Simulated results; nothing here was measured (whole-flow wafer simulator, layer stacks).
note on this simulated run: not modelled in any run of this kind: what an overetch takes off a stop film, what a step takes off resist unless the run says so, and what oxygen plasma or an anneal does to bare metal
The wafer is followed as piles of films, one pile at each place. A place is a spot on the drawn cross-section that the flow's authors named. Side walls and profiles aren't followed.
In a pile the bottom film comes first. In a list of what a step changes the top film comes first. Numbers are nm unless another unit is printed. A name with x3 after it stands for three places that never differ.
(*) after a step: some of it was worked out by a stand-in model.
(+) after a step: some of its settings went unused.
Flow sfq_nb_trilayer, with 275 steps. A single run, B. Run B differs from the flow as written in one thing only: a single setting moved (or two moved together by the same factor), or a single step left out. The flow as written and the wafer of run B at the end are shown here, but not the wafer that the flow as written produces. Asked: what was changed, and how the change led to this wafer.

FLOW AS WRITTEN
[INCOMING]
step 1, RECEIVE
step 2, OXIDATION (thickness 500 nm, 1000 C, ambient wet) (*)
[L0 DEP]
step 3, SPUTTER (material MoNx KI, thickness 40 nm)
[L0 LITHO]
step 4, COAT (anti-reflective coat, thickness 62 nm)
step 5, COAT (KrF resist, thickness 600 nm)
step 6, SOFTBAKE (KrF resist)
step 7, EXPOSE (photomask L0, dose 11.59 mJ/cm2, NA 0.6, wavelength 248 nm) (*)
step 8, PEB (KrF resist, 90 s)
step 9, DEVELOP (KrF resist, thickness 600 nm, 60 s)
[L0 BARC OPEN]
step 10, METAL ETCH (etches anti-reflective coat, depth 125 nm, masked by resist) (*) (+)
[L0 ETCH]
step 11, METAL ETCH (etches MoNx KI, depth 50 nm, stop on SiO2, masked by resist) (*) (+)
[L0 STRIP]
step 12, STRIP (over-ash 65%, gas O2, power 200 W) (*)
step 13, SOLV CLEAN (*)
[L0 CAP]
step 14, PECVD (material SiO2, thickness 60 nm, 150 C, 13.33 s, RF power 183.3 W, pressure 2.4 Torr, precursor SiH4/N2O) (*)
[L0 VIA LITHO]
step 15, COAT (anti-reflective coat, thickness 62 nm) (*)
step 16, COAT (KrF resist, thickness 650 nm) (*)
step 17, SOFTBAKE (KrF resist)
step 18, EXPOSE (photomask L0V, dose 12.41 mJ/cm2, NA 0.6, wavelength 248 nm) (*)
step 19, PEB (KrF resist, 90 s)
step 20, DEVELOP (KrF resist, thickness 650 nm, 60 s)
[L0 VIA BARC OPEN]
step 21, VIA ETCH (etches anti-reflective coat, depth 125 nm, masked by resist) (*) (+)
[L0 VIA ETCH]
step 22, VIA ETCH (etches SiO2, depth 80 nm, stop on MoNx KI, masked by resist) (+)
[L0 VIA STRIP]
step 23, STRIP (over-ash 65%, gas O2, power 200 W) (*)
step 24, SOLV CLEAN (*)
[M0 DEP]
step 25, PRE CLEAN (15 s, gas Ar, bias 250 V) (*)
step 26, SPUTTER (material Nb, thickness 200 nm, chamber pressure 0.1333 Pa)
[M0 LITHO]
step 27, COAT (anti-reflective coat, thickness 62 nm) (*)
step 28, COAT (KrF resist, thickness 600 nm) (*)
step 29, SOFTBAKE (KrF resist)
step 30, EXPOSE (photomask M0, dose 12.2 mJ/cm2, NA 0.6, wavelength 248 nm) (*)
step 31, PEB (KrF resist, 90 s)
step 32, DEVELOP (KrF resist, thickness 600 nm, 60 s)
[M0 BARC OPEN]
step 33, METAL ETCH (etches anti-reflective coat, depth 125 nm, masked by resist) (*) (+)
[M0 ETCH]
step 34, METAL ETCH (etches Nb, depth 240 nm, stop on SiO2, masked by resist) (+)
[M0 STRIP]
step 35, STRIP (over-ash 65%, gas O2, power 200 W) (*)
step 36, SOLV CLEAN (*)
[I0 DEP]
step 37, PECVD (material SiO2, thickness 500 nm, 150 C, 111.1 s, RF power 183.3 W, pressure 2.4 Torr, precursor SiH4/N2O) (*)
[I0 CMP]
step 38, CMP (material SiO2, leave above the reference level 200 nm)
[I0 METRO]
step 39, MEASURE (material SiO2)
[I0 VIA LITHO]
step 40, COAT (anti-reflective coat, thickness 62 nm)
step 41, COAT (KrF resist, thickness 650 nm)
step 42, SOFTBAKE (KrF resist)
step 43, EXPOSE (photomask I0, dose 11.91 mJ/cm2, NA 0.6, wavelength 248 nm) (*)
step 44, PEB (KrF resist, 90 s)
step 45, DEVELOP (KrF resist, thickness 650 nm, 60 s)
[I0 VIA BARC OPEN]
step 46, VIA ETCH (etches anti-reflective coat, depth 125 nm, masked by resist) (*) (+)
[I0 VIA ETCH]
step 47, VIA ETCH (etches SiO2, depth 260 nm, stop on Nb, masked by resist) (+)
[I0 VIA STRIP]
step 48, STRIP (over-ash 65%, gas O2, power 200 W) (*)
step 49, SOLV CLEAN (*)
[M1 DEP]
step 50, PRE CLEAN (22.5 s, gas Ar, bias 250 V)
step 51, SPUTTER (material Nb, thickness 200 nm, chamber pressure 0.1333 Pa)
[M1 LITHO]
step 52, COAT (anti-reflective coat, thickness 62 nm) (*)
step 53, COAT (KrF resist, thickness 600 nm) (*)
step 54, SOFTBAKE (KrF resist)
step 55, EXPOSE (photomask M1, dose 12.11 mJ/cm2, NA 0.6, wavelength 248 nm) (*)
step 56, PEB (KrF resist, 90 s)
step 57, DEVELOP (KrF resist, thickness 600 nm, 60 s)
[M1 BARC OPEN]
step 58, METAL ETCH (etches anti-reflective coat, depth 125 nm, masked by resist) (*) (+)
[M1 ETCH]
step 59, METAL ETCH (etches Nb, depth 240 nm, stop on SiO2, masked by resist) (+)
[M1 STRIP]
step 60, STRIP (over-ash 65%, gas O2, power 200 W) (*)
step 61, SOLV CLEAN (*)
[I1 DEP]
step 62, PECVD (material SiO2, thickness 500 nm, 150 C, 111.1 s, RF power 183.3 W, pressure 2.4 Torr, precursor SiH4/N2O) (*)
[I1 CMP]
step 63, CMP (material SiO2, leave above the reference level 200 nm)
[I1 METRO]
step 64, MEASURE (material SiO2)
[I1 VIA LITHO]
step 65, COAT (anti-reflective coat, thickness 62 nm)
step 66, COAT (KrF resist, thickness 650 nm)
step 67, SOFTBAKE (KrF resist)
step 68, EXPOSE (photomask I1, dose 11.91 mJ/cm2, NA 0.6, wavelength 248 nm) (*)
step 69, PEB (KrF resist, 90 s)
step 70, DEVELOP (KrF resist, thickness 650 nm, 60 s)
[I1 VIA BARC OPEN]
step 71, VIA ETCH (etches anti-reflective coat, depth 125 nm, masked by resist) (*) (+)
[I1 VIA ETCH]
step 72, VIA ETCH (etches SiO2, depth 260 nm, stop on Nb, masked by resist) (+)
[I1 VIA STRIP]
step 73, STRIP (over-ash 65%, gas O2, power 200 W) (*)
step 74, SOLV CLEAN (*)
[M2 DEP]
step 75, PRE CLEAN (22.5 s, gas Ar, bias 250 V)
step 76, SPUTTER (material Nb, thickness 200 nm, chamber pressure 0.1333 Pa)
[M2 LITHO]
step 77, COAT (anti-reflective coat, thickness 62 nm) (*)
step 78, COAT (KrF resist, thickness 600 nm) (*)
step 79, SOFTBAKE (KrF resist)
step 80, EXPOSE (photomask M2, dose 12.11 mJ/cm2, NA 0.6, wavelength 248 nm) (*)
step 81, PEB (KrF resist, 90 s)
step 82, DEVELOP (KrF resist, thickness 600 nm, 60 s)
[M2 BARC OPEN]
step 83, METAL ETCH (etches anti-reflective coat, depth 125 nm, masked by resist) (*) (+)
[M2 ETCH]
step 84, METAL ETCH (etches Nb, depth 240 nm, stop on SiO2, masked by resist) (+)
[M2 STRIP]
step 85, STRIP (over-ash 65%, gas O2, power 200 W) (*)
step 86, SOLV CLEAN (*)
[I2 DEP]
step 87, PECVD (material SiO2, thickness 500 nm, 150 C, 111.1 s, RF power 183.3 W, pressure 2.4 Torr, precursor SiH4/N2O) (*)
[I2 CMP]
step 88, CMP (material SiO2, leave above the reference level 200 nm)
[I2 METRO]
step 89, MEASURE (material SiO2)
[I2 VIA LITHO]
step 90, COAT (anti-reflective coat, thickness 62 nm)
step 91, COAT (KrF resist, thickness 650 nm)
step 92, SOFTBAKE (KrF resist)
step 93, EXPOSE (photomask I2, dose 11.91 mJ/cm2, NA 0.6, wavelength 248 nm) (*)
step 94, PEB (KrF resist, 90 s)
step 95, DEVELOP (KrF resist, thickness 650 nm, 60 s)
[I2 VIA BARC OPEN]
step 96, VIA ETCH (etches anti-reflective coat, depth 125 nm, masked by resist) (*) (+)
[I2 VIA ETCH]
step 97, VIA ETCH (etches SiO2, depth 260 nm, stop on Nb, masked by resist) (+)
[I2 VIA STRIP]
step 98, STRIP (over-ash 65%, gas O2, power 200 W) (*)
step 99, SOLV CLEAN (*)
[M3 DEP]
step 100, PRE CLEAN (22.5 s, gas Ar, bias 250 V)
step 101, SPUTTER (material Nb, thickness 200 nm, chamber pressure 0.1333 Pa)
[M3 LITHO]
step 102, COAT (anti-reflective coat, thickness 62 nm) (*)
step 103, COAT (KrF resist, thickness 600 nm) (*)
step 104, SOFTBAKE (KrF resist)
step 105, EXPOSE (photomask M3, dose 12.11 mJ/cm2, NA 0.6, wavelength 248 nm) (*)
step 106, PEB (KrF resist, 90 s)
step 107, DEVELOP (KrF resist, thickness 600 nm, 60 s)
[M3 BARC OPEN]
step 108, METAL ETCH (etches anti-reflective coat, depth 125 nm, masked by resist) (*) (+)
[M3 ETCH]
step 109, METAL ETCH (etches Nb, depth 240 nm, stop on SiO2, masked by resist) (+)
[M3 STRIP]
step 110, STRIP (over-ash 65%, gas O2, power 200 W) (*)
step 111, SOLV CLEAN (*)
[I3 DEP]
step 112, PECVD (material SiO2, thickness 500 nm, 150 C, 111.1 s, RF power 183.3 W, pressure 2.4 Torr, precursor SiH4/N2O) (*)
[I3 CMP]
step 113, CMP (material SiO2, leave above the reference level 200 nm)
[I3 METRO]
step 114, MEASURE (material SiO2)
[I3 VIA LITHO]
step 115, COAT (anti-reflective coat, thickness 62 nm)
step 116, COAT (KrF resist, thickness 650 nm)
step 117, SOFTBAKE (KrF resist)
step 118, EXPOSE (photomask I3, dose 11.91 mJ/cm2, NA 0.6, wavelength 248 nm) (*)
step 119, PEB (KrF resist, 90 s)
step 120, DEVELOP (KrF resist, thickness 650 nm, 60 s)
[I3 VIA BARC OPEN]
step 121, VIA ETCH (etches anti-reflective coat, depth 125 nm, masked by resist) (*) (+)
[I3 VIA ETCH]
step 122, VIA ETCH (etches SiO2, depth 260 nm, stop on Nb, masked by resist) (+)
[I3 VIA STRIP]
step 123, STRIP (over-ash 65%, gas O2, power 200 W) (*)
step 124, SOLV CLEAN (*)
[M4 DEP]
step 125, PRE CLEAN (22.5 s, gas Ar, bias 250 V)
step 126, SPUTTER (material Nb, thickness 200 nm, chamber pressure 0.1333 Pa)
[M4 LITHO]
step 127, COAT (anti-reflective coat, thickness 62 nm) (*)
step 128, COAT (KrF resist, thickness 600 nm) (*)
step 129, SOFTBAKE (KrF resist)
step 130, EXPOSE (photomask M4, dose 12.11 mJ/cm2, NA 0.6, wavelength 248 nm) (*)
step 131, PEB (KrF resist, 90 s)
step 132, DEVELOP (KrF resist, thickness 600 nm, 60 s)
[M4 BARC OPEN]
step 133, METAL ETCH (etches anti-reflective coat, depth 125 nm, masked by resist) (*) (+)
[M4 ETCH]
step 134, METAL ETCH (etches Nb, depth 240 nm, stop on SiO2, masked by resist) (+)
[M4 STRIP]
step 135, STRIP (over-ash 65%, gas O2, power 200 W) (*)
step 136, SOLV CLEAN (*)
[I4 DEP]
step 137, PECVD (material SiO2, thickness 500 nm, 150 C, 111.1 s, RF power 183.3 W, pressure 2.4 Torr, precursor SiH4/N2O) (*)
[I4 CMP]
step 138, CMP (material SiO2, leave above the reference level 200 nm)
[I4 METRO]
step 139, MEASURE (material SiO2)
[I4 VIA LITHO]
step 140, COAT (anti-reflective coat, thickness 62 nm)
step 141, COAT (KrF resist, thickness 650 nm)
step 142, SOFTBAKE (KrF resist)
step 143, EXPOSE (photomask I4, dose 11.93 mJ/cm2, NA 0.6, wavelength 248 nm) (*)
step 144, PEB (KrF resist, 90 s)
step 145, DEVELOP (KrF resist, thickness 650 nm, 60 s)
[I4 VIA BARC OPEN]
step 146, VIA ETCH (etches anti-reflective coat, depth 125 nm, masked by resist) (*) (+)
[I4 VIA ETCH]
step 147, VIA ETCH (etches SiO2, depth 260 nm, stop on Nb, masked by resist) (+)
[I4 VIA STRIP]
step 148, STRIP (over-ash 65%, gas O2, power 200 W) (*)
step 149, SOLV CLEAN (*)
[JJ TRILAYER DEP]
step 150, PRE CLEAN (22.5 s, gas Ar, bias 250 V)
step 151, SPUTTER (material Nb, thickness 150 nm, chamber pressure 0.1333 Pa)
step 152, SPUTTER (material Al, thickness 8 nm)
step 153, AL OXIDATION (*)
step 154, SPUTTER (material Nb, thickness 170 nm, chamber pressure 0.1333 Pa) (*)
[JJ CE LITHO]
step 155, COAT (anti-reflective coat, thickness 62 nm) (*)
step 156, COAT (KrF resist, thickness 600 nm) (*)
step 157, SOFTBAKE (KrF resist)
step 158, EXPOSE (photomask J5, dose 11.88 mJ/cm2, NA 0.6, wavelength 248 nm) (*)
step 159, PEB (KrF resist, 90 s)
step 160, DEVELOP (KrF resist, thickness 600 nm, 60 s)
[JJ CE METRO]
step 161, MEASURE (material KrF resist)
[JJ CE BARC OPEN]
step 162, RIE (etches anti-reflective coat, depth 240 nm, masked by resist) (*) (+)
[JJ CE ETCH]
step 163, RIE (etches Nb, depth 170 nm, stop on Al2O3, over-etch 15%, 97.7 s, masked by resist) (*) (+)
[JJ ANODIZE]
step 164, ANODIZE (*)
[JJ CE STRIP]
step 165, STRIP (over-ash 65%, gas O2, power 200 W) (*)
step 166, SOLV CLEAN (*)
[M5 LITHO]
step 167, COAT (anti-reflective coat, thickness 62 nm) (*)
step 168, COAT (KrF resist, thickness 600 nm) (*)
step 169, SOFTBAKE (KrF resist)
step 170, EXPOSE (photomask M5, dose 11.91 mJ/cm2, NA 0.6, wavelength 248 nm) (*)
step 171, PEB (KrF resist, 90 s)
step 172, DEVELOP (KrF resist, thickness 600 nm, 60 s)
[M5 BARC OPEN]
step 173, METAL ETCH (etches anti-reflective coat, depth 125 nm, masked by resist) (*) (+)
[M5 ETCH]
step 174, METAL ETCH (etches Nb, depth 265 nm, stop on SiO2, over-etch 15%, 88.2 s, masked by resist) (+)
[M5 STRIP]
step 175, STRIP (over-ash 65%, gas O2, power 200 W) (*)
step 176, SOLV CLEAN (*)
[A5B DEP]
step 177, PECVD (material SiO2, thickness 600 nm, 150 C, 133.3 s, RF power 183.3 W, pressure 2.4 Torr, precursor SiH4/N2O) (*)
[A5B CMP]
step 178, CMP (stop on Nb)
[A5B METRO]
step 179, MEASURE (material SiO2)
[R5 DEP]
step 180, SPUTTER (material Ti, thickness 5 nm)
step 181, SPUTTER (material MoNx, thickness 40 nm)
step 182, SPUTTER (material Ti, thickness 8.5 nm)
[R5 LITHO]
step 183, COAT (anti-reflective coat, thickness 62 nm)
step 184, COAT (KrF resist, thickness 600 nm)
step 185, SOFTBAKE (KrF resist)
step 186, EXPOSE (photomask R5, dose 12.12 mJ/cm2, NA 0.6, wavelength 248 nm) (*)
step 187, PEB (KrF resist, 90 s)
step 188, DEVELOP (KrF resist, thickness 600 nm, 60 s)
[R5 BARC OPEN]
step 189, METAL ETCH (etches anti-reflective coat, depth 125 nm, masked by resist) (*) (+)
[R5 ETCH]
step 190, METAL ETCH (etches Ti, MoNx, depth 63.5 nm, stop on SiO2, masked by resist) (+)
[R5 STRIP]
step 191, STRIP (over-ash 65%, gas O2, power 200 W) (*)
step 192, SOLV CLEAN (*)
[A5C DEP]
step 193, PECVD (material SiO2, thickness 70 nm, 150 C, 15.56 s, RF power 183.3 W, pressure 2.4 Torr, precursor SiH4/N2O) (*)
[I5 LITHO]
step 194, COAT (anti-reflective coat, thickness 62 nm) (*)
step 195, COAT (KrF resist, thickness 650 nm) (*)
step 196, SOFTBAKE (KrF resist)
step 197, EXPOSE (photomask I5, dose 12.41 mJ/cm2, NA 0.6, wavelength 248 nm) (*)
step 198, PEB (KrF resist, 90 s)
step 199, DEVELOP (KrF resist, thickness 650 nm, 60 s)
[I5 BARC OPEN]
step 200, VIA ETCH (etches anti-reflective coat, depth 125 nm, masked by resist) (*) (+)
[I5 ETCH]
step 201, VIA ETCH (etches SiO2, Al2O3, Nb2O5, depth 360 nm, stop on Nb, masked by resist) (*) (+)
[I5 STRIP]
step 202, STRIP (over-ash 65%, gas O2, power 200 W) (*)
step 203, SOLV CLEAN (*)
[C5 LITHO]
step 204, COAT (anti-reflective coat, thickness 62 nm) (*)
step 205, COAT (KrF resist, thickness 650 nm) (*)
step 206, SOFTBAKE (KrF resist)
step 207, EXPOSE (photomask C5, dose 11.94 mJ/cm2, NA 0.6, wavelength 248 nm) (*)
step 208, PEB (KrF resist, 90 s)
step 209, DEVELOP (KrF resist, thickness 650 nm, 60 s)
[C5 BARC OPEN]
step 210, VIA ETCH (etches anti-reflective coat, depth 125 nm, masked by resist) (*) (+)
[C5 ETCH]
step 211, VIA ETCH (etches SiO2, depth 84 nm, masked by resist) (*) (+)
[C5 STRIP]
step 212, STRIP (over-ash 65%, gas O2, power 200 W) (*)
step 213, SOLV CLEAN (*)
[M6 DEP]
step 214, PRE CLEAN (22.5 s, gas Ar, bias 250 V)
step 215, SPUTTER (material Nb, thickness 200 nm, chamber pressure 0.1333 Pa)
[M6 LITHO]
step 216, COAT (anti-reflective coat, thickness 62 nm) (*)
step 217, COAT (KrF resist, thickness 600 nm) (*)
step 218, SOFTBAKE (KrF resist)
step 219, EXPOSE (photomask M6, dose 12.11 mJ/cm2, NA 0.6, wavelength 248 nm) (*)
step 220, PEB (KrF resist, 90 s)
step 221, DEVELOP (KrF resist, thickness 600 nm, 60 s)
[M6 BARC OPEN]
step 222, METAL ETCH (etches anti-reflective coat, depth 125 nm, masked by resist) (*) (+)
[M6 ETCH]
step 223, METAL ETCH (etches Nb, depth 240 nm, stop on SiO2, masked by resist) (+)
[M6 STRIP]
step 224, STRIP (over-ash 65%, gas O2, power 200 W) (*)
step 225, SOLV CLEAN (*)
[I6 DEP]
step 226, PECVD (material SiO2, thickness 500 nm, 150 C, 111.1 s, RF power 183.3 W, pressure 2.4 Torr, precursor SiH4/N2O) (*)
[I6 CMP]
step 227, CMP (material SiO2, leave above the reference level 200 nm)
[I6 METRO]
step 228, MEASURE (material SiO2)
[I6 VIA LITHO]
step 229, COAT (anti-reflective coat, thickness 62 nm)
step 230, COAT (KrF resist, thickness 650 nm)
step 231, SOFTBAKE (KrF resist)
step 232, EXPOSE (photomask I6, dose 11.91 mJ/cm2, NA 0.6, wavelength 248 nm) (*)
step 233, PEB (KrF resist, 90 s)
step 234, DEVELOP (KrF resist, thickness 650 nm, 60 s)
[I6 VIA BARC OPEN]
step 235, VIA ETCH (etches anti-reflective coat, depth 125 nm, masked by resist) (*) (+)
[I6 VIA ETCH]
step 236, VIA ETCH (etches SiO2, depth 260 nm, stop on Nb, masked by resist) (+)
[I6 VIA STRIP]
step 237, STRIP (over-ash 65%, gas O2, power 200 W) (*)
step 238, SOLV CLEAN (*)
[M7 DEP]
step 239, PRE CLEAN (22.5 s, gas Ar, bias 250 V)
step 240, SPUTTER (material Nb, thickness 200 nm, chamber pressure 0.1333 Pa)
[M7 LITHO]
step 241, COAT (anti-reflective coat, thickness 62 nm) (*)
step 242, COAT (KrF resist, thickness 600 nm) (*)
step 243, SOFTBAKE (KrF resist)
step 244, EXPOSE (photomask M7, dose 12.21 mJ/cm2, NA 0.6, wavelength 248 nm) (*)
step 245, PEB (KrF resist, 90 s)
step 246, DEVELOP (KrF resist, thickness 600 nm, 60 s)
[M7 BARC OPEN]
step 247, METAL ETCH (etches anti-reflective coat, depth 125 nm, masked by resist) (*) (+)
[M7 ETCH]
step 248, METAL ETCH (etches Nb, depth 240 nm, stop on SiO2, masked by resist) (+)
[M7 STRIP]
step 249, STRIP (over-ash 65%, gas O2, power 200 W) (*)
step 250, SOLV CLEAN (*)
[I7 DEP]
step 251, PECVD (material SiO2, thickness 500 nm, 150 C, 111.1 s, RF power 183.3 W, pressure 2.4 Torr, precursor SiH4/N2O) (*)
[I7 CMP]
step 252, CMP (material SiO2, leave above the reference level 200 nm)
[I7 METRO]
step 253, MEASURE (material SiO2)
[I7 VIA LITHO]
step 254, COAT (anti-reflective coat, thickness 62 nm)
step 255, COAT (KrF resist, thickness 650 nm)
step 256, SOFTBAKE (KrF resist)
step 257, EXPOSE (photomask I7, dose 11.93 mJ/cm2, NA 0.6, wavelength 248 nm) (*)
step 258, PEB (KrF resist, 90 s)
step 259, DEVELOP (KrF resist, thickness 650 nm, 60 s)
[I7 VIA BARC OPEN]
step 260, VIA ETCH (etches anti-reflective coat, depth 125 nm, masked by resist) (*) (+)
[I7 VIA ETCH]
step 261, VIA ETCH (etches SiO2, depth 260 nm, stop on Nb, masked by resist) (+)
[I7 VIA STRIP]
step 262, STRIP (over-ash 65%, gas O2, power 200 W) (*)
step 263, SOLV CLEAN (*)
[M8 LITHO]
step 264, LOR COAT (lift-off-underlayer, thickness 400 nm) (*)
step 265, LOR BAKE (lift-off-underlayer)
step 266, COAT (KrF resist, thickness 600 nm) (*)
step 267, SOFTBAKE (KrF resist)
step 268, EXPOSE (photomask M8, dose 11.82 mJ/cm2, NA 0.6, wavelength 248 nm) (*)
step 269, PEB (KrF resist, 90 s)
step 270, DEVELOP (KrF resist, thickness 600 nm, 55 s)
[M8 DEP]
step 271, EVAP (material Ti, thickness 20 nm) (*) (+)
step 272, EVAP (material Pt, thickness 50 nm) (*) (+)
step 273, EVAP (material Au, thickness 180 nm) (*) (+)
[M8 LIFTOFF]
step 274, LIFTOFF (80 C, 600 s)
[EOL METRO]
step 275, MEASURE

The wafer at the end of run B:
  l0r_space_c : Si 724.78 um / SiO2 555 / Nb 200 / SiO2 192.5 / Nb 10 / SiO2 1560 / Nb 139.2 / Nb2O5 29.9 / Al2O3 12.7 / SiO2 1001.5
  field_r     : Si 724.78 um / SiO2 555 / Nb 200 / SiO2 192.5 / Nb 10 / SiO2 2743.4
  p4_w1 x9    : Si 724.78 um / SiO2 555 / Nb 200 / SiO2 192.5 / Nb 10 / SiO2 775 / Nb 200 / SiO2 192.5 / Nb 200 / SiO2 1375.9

Cause: step 59, METAL ETCH: depth 190 nm was run, though the flow has depth 240 nm.

The path from the change to this, step by step:
  step 59, METAL ETCH (etches Nb, depth 240 nm, stop on SiO2, masked by resist) (+)
      field_l, be, be_sur and 79 more: Nb loses 190 (in the flow as written it would be: Nb loses 200 (all of it))
      v_sur, via_wl, via_w and 21 more: KrF resist loses 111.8 (in the flow as written it would be: KrF resist loses 141.2)
  step 60, STRIP (over-ash 65%, gas O2, power 200 W) (*)
      wl_j_sl, wl_jj, wl_j_sr and 13 more: KrF resist loses 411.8 (all of it), anti-reflective coat loses 62 (all of it) (in the flow as written it would be: KrF resist loses 382.4 (all of it), anti-reflective coat loses 62 (all of it))
      v_sur: KrF resist loses 395.3 (all of it), anti-reflective coat loses 61.1 (all of it) (in the flow as written it would be: KrF resist loses 365.9 (all of it), anti-reflective coat loses 61.1 (all of it))
      (as well as at 7 more places)
  step 62, PECVD (material SiO2, thickness 500 nm, 150 C, 111.1 s, RF power 183.3 W, pressure 2.4 Torr, precursor SiH4/N2O) (*)
      field_l, be, be_sur and 72 more: SiO2 gains 500 (new film) (in the flow as written it would be: SiO2 gains 500)
      lsp_m, ln_m6, lsp_r, l0_sur, l0v: SiO2 gains 500 (new film) (in the flow as written it would be: SiO2 gains 494.9)
      (as well as at 2 more places)
  step 63, CMP (material SiO2, leave above the reference level 200 nm)
      field_l, be, be_sur and 72 more: SiO2 loses 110 (in the flow as written it would be: SiO2 loses 100)
      lsp_m, ln_m6, lsp_r, l0_sur, l0v: SiO2 loses 110 (in the flow as written it would be: SiO2 loses 94.9)
Taking metal films that touch as one body, l0r_space_c has 3 bodies (between them, from the top down: SiO2 1560; SiO2 192.5); the flow as written gives 2 bodies (between them, from the top down: SiO2 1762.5).
Taking metal films that touch as one body, field_r has 2 bodies (between them, from the top down: SiO2 192.5); the flow as written gives 1 body.
Taking metal films that touch as one body, p4_w1 x9 has 4 bodies (between them, from the top down: SiO2 192.5; SiO2 775; SiO2 192.5); the flow as written gives 3 bodies (between them, from the top down: SiO2 192.5; SiO2 977.5).
